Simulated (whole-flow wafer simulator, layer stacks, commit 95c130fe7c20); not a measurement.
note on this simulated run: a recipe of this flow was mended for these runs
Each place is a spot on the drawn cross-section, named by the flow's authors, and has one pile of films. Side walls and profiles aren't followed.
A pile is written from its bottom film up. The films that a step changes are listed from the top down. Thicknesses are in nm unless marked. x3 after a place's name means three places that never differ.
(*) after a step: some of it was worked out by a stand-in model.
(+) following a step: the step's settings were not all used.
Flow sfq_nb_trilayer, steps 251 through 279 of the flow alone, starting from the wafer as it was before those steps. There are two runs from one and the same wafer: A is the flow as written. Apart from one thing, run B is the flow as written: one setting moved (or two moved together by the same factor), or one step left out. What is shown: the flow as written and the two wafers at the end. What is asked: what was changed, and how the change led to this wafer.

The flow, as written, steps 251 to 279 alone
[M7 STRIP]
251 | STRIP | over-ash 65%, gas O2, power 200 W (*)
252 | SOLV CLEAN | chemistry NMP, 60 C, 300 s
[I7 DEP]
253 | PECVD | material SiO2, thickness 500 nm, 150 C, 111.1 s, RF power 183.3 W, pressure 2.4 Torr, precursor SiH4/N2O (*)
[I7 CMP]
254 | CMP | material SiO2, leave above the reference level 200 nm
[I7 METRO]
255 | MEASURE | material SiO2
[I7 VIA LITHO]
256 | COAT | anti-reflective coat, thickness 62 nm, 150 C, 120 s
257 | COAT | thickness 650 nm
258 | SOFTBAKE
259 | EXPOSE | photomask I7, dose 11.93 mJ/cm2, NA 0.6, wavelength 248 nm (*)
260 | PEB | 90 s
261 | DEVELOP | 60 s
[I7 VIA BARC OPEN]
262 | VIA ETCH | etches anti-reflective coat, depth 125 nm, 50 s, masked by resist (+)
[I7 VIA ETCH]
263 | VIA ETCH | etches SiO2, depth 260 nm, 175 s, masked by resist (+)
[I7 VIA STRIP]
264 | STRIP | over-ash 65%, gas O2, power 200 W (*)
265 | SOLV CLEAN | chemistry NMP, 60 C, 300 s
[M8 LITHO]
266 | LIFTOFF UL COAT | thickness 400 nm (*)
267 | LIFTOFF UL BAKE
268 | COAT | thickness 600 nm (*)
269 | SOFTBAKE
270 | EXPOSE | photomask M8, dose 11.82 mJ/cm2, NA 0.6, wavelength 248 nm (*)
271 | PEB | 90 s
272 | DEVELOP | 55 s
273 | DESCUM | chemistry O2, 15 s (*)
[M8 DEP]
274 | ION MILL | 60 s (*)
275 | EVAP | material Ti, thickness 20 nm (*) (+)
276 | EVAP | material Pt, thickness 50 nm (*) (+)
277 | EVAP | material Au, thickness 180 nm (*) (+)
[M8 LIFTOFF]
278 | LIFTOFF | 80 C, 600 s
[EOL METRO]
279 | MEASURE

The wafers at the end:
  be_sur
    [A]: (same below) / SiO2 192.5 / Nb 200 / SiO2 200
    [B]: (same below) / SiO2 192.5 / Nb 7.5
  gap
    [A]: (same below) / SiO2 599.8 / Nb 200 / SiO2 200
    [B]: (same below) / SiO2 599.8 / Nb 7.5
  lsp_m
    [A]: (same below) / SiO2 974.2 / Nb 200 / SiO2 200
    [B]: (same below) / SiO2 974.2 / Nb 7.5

Cause: step 253, PECVD: material SiO2, thickness 500 nm, 150 C, 111.1 s, RF power 183.3 W, pressure 2.4 Torr, precursor SiH4/N2O (*), was omitted.

The path from the change to this, step by step:
  254 | CMP | material SiO2, leave above the reference level 200 nm
      field_l, p4_fl, p4_fm and 56 more: A SiO2 loses 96 | B nothing
      v_sur, via_wl, via_w and 37 more: A SiO2 loses 300 | B Nb loses 192.5
      (and at 7 other places as well)
  256 | COAT | anti-reflective coat, thickness 62 nm, 150 C, 120 s
      m0r_space_l, m0r_space_r, r5r_line_c, m6r_space_l, m6r_space_r: A anti-reflective coat gains 62 (new film) | B anti-reflective coat gains 64.3 (new film)
      p4_fm, m5r_space_l x2, r5r_space_c: A anti-reflective coat gains 62 (new film) | B anti-reflective coat gains 63.6 (new film)
      (and at 39 other places as well)
  262 | VIA ETCH | etches anti-reflective coat, depth 125 nm, 50 s, masked by resist (+)
      via_wl: A anti-reflective coat loses 62 (all of it), SiO2 loses 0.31 | B anti-reflective coat loses 60.4 (all of it)
      via_wr: A anti-reflective coat loses 62 (all of it), SiO2 loses 0.31 | B anti-reflective coat loses 59.3 (all of it)
  263 | VIA ETCH | etches SiO2, depth 260 nm, 175 s, masked by resist (+)
      via_wl, via_w, via_wr: A SiO2 loses 199.7 (all of it), Nb loses 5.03 | B Nb loses 7.5 (all of it), SiO2 loses 170
  264 | STRIP | over-ash 65%, gas O2, power 200 W (*)
      m0r_space_l, m0r_space_r, r5r_line_c, m6r_space_l, m6r_space_r: A KrF-resist-other-grade loses 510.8 (all of it), anti-reflective coat loses 62 (all of it) | B KrF-resist-other-grade loses 510.9 (all of it), anti-reflective coat loses 64.3 (all of it)
      m0r_line_l, m0r_line_r, m6r_line_l, m6r_line_r: A KrF-resist-other-grade loses 510.8 (all of it), anti-reflective coat loses 62 (all of it) | B KrF-resist-other-grade loses 511.6 (all of it), anti-reflective coat loses 63.5 (all of it)
      (and at 37 other places as well)
  266 | LIFTOFF UL COAT | thickness 400 nm (*)
      via_wl: A lift-off-underlayer gains 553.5 (new film) | B lift-off-underlayer gains 528.5 (new film)
      via_w: A lift-off-underlayer gains 539.8 (new film) | B lift-off-underlayer gains 517.3 (new film)
      (and at 2 other places as well)
  272 | DEVELOP | 55 s
      via_wl: A KrF-resist-other-grade loses 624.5 (all of it), lift-off-underlayer loses 553.5 (all of it) | B KrF-resist-other-grade loses 619.1 (all of it), lift-off-underlayer loses 528.5 (all of it)
      via_w: A KrF-resist-other-grade loses 636.4 (all of it), lift-off-underlayer loses 539.8 (all of it) | B KrF-resist-other-grade loses 629 (all of it), lift-off-underlayer loses 517.3 (all of it)
      (and at 2 other places as well)
  274 | ION MILL | 60 s (*)
      v_sur, via_sp, wire: A SiO2 loses 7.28 | B Nb loses 7.5 (all of it)
      via_wl, via_w, via_wr: A Nb loses 7.3 | B SiO2 loses 7.28
      (and at 1 other place as well)
